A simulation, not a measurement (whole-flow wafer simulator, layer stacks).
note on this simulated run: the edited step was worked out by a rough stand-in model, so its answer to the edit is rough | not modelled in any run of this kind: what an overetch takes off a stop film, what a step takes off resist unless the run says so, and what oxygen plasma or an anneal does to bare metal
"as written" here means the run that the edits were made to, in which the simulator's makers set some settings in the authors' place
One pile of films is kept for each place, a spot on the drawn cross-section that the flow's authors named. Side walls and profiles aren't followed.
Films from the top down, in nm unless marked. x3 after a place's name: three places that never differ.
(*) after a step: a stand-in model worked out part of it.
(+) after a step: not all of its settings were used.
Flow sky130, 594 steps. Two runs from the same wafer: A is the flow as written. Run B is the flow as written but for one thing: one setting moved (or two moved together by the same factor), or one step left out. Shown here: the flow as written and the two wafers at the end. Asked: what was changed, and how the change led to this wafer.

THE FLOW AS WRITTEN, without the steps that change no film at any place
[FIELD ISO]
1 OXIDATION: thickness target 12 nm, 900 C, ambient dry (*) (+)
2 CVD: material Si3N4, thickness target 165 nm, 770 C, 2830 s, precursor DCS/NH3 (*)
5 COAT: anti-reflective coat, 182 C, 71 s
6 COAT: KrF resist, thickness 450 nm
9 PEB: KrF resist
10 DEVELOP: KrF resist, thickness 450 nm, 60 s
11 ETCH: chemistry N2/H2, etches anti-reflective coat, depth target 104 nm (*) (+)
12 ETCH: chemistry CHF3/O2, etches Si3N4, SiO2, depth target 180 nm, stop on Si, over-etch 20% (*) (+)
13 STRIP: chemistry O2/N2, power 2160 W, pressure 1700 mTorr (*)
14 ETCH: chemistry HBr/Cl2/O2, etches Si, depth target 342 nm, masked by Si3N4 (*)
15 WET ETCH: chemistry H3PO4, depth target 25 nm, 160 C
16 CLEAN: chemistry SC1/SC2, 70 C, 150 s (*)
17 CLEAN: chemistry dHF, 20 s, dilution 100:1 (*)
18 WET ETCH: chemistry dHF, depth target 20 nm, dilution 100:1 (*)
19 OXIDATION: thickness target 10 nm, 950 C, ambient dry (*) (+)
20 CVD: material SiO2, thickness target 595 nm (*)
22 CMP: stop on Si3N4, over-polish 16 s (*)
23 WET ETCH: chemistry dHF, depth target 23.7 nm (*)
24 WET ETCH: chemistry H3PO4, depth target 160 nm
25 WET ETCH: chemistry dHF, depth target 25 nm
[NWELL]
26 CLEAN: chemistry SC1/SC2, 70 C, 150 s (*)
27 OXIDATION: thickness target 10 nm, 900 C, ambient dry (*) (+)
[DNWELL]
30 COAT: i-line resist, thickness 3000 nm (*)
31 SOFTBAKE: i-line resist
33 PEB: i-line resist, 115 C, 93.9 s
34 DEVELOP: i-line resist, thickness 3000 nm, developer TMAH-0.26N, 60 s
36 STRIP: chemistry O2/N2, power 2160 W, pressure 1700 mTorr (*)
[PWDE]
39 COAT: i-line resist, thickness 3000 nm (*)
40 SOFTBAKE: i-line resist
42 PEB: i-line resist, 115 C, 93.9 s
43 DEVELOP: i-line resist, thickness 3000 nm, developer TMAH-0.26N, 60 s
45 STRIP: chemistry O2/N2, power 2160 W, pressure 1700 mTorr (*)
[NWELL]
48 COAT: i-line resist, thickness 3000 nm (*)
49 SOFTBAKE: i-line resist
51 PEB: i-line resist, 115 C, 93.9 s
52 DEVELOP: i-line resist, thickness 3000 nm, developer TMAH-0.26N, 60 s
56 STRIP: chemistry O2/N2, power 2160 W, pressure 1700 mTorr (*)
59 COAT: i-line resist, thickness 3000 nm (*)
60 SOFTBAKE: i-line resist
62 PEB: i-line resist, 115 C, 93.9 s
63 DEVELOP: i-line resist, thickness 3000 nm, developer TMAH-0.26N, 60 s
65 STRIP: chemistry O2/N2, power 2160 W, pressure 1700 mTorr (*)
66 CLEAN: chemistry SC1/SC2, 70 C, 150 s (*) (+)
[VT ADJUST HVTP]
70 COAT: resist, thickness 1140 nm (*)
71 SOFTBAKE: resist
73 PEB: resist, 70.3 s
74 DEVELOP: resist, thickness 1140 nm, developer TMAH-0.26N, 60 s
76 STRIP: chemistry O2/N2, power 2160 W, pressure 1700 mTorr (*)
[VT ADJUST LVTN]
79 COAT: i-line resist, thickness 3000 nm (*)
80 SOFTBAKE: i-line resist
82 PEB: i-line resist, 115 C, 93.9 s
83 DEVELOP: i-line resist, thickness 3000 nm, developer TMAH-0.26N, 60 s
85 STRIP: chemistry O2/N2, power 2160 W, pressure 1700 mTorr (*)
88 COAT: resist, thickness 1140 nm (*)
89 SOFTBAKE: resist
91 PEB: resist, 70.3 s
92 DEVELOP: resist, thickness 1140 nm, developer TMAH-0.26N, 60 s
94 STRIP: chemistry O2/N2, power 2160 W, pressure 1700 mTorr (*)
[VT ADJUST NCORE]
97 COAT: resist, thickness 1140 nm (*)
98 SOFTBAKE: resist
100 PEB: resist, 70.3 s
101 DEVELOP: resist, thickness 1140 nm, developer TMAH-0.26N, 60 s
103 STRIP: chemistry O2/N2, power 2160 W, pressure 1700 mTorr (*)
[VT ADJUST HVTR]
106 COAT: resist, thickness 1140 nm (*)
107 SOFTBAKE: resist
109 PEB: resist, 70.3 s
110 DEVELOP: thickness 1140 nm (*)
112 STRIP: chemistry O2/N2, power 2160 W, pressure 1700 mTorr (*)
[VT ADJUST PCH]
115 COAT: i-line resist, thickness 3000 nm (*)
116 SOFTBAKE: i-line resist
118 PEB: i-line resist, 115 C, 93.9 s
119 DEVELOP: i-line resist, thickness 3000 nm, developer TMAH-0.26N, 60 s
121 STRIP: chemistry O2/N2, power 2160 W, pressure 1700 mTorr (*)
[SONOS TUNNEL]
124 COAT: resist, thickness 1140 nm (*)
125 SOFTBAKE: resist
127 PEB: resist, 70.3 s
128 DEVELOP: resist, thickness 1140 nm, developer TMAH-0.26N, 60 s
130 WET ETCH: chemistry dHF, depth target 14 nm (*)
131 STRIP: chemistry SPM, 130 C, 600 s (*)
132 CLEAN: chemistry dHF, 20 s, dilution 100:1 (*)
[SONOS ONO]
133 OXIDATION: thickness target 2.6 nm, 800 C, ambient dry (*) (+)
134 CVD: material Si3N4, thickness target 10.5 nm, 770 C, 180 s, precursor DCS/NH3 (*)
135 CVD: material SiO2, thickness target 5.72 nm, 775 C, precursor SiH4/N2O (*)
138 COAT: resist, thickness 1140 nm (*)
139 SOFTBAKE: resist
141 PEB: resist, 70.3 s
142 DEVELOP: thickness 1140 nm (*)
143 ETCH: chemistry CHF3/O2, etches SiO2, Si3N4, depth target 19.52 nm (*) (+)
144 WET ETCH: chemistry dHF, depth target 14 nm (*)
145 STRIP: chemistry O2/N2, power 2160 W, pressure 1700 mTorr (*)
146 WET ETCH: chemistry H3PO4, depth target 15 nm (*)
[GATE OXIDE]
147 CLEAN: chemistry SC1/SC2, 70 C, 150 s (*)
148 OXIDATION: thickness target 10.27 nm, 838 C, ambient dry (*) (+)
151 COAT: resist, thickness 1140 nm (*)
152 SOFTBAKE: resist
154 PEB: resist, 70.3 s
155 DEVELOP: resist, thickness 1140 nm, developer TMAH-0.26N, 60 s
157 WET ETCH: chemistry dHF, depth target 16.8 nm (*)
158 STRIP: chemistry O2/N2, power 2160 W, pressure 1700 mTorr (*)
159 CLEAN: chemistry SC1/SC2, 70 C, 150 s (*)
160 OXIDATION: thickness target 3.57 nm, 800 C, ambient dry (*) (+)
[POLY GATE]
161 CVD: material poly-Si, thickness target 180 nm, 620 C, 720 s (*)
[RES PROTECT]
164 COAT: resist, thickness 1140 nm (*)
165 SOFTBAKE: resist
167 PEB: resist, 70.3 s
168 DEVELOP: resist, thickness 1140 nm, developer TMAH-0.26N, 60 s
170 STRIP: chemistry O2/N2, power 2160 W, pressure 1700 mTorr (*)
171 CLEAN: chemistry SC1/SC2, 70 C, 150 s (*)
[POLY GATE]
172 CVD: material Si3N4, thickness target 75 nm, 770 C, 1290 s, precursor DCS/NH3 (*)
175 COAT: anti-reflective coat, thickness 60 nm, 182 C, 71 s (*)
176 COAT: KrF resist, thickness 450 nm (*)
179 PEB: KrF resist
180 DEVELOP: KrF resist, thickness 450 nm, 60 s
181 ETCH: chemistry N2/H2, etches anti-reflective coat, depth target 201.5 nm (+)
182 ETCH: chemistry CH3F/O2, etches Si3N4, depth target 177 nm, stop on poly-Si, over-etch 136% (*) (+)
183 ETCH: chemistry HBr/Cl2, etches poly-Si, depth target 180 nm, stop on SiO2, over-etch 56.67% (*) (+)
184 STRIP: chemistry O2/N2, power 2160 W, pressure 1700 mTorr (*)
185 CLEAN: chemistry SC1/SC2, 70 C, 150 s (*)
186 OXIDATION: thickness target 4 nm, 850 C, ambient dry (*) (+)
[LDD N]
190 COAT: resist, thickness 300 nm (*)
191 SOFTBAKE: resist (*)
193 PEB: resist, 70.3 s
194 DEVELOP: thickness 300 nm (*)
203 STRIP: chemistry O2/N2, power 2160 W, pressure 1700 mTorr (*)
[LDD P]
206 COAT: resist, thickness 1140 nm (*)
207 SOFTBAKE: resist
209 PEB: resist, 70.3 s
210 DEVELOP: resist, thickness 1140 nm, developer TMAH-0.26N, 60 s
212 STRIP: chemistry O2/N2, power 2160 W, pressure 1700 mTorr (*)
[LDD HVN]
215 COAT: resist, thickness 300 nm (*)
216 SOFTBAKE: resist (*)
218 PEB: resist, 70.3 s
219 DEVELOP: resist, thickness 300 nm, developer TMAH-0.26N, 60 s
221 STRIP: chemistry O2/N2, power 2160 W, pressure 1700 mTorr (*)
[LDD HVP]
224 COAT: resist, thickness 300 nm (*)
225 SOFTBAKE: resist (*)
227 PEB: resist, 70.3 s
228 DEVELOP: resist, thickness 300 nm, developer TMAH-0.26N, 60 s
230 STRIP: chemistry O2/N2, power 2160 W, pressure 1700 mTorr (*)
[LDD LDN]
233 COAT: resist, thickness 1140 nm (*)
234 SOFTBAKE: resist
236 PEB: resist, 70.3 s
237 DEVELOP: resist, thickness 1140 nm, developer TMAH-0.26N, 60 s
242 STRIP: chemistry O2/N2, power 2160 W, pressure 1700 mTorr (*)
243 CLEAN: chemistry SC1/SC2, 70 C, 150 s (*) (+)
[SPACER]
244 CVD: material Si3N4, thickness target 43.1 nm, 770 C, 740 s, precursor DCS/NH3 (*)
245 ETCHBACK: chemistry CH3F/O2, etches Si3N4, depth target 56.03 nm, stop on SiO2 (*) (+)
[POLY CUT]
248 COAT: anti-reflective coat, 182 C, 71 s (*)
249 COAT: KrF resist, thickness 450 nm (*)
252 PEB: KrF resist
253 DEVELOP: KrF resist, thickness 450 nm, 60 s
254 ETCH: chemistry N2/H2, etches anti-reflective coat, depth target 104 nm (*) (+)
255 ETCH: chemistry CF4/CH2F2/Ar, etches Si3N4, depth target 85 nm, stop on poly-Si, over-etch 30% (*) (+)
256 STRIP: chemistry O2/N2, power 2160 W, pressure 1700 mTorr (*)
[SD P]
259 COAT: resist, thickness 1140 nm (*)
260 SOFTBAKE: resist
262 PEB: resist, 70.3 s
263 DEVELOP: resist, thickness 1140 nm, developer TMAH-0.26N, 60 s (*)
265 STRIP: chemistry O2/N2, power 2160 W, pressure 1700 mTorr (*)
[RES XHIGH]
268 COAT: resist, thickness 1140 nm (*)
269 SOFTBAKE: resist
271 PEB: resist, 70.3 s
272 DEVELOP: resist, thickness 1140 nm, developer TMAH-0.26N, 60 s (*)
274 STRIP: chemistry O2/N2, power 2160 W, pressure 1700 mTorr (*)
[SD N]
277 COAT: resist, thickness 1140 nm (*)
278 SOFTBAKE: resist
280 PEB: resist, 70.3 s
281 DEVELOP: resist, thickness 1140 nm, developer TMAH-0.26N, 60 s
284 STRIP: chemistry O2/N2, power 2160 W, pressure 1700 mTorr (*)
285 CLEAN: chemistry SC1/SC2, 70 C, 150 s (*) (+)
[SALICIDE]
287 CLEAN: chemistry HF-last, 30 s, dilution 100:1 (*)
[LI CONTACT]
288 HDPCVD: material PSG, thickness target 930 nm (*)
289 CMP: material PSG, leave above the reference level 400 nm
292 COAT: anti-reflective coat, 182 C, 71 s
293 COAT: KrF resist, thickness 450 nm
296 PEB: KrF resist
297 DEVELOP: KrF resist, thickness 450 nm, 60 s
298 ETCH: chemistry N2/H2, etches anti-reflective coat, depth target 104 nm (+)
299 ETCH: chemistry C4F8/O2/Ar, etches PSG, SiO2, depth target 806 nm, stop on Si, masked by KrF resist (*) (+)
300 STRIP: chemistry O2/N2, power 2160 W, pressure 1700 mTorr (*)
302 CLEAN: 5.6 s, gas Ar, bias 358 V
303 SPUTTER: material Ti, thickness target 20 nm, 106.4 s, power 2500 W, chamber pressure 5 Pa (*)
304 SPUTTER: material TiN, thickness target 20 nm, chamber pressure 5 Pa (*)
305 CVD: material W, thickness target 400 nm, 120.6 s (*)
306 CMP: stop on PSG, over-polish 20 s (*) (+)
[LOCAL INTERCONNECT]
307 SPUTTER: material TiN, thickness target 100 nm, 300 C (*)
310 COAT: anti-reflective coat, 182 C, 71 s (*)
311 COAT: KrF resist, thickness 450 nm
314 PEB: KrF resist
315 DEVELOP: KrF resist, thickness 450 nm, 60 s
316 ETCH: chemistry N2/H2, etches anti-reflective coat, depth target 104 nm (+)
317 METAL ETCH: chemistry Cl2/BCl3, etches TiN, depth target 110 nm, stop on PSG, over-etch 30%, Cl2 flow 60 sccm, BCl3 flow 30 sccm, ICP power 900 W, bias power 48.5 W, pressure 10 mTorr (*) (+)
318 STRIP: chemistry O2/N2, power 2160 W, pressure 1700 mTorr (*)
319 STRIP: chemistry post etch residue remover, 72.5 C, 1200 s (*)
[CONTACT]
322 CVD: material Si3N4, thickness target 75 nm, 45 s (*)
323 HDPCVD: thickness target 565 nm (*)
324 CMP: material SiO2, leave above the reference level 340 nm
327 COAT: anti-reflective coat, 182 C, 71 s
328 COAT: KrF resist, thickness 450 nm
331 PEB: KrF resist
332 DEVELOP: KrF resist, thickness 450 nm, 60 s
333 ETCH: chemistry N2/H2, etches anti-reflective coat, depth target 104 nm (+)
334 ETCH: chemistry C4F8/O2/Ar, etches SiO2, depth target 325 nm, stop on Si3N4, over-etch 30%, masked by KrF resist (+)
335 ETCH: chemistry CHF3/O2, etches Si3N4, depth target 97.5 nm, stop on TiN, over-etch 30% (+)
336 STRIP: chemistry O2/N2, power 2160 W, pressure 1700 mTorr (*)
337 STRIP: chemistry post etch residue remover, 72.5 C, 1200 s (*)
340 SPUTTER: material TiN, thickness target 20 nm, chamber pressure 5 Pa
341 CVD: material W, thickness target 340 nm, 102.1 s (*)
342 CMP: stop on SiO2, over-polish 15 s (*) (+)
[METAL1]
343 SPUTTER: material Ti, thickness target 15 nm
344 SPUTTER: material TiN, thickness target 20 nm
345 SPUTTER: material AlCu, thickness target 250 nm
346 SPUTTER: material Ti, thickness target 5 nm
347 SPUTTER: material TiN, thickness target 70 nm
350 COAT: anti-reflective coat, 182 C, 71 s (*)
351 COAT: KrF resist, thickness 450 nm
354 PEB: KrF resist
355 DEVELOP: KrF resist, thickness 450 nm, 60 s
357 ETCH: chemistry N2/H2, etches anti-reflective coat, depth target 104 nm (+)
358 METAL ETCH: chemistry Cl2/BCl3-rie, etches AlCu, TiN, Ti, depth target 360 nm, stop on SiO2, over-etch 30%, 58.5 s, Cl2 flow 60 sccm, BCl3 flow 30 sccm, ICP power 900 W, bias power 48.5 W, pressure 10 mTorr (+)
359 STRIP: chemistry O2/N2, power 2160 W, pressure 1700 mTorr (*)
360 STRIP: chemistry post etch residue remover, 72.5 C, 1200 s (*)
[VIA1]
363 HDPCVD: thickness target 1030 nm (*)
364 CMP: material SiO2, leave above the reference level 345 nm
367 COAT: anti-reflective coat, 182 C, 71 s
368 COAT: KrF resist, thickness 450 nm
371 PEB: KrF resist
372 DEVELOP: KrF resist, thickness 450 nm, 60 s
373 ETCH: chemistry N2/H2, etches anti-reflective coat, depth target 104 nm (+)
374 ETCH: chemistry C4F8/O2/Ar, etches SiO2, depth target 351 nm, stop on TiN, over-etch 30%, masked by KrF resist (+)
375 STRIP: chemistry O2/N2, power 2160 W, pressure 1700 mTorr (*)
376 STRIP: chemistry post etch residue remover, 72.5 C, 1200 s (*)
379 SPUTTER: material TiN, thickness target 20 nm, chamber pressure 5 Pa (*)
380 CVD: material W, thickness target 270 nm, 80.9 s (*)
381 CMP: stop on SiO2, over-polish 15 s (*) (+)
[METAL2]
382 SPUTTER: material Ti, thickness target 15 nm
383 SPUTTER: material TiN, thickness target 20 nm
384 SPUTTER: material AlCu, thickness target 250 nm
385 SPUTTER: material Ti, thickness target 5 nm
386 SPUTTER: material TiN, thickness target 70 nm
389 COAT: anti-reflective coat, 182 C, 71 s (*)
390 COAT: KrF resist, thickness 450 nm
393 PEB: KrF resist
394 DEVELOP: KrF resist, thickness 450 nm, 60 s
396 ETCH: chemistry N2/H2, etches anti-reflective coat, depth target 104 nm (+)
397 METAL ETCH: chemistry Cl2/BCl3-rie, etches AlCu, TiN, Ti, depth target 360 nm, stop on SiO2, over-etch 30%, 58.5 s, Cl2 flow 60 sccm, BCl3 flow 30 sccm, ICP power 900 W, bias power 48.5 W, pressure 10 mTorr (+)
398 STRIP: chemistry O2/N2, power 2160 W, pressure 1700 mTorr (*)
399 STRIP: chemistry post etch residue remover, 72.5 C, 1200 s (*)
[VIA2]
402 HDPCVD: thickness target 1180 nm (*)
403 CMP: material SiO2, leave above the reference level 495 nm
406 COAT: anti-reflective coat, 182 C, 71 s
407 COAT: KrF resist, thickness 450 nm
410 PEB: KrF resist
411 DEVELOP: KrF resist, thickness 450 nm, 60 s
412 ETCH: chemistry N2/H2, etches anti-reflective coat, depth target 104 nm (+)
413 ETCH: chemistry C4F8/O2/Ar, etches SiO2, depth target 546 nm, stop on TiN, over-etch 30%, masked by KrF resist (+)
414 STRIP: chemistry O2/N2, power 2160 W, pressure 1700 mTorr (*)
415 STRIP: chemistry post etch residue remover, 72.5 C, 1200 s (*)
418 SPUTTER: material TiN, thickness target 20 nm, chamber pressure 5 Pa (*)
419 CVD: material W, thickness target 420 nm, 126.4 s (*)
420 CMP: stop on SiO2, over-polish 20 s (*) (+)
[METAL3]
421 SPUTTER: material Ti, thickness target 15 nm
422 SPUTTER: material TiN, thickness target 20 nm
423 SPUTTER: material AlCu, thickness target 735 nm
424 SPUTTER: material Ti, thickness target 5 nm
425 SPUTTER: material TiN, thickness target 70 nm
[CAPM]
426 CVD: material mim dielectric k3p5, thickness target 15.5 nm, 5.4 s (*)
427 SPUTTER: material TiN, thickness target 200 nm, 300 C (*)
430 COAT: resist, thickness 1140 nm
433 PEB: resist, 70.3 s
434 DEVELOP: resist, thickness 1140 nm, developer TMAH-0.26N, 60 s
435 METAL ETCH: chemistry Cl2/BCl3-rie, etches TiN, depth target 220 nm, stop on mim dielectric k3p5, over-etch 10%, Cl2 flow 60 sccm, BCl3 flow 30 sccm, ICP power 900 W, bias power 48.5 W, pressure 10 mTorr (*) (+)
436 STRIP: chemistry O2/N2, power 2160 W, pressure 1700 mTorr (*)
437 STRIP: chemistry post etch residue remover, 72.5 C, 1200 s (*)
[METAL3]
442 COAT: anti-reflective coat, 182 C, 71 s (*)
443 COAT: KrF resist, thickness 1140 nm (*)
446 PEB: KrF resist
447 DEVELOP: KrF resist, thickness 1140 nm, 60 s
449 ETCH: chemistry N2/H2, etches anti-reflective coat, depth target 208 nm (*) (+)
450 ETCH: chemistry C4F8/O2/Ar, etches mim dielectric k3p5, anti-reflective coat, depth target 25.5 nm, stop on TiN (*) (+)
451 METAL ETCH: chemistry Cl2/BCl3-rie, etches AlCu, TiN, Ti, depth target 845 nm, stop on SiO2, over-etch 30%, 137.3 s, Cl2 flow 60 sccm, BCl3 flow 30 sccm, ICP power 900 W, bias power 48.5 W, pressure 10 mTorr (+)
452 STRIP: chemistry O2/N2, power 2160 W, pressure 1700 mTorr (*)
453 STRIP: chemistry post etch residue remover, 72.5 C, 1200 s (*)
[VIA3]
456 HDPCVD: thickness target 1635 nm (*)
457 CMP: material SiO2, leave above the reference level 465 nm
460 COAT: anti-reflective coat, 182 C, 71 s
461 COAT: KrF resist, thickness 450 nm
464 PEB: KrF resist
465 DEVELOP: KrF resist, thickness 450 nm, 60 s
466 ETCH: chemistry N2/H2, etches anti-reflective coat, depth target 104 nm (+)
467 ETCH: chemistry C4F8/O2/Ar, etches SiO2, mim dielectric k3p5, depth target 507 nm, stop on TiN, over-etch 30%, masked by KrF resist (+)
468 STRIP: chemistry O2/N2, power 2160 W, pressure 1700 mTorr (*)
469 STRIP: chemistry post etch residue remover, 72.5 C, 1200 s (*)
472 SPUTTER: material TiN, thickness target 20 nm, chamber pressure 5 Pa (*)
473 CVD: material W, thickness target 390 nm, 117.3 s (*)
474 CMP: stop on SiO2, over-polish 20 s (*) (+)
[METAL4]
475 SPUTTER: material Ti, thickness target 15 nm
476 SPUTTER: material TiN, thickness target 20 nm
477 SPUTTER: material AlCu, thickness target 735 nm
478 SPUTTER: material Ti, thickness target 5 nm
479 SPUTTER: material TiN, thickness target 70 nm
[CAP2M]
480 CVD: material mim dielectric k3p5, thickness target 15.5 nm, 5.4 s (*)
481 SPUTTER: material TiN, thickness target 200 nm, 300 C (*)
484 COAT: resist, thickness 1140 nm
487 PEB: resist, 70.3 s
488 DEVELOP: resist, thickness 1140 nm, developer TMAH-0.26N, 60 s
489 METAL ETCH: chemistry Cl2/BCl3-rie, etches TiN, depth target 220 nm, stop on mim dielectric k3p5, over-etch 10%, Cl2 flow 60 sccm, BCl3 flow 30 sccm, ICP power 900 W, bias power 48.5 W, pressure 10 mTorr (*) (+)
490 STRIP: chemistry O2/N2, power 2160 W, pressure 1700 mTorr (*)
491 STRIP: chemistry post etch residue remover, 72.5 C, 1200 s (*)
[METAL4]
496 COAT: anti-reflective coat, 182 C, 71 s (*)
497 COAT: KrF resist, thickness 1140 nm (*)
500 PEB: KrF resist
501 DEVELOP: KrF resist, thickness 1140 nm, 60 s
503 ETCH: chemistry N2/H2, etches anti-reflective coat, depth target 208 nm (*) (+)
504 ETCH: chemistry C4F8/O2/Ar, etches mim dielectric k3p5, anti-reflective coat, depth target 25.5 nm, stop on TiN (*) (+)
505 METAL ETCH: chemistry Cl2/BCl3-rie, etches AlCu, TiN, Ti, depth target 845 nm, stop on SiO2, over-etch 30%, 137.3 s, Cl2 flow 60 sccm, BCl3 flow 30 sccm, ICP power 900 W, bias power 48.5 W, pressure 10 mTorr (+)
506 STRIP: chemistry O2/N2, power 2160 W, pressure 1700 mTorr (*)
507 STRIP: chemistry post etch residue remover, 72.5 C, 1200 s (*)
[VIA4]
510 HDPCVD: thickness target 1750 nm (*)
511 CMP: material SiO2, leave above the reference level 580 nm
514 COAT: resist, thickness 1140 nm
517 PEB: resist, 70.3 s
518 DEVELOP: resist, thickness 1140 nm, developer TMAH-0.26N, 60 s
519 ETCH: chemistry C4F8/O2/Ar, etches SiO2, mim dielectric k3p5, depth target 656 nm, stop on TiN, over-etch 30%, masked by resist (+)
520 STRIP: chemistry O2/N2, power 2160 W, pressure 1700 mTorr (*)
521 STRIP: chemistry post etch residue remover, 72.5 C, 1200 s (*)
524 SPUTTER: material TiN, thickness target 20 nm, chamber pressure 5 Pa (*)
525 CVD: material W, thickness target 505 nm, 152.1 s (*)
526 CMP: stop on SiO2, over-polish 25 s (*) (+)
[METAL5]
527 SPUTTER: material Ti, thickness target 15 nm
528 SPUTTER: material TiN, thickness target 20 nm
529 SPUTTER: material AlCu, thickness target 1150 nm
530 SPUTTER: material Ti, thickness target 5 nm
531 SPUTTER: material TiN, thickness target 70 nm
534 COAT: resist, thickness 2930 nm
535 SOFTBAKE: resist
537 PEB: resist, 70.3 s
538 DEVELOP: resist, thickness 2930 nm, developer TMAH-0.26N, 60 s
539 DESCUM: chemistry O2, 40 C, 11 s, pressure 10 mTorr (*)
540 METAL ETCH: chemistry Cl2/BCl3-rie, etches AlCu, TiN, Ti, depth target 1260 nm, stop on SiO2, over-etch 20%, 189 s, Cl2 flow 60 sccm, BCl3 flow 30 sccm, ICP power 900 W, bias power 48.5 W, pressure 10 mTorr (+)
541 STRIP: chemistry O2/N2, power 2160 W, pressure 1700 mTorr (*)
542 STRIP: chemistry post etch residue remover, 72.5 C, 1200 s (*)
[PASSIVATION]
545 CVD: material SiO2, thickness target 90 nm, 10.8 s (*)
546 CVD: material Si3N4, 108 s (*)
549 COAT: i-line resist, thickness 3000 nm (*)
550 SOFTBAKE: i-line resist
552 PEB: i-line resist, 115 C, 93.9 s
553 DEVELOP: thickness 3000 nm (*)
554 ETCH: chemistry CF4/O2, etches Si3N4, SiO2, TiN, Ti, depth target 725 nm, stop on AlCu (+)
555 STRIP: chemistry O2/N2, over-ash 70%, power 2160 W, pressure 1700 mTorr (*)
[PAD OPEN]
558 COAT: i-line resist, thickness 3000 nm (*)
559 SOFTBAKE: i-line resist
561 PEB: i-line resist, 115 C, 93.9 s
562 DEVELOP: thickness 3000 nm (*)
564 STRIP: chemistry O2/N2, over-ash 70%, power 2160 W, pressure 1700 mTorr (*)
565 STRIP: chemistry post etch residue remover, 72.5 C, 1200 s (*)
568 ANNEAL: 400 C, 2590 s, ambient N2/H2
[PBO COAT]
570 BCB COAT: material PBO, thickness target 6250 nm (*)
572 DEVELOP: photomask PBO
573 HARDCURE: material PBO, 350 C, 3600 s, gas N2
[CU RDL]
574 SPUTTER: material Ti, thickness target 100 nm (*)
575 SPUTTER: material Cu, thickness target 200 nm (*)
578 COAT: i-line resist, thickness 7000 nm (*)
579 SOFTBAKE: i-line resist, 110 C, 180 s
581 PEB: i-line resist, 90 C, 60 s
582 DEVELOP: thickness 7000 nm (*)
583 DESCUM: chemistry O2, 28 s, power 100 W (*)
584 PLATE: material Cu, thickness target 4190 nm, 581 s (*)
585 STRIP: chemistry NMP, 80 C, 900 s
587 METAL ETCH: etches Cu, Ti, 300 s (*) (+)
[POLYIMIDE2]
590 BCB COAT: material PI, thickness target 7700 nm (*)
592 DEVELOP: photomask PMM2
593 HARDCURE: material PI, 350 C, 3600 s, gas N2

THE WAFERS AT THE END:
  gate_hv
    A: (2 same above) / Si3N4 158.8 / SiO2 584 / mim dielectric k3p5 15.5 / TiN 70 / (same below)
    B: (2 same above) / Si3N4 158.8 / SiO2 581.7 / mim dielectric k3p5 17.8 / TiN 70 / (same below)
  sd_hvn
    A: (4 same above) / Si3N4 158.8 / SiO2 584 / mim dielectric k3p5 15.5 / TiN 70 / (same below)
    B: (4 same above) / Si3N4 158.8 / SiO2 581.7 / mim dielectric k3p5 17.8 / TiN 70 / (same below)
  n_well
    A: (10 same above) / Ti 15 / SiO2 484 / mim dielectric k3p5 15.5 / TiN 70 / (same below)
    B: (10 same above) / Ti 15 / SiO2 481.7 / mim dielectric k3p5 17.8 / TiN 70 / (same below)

The cause: step 480, CVD: thickness target 17.8 nm was run, where the flow has thickness target 15.5 nm; step 480, CVD: 6.21 s was run, where the flow has 5.4 s.
It can be read off the wafer: gate_hv has mim dielectric k3p5 17.8, and step 480 as written asks for 15.5 nm.

How the change led to this, step by step:
  480 CVD: material mim dielectric k3p5, thickness target 15.5 nm, 5.4 s (*)
      field, active, n_well and 189 more: A mim dielectric k3p5 +15.5 (new film) | B mim dielectric k3p5 +17.8 (new film)
  504 ETCH: chemistry C4F8/O2/Ar, etches mim dielectric k3p5, anti-reflective coat, depth target 25.5 nm, stop on TiN (*) (+)
      n_well, p_well, gate_hv and 102 more: A KrF resist -15.5 | B KrF resist -17
      field, active, gate and 85 more: A mim dielectric k3p5 -15.5 (all of it) | B mim dielectric k3p5 -17.8 (all of it)
  519 ETCH: chemistry C4F8/O2/Ar, etches SiO2, mim dielectric k3p5, depth target 656 nm, stop on TiN, over-etch 30%, masked by resist (+)
      m1: A SiO2 -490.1 (all of it), mim dielectric k3p5 -15.5 (all of it) | B SiO2 -487.8 (all of it), mim dielectric k3p5 -17.8 (all of it)
      via4_hole: A SiO2 -489.5 (all of it), mim dielectric k3p5 -15.5 (all of it) | B SiO2 -487.2 (all of it), mim dielectric k3p5 -17.8 (all of it)
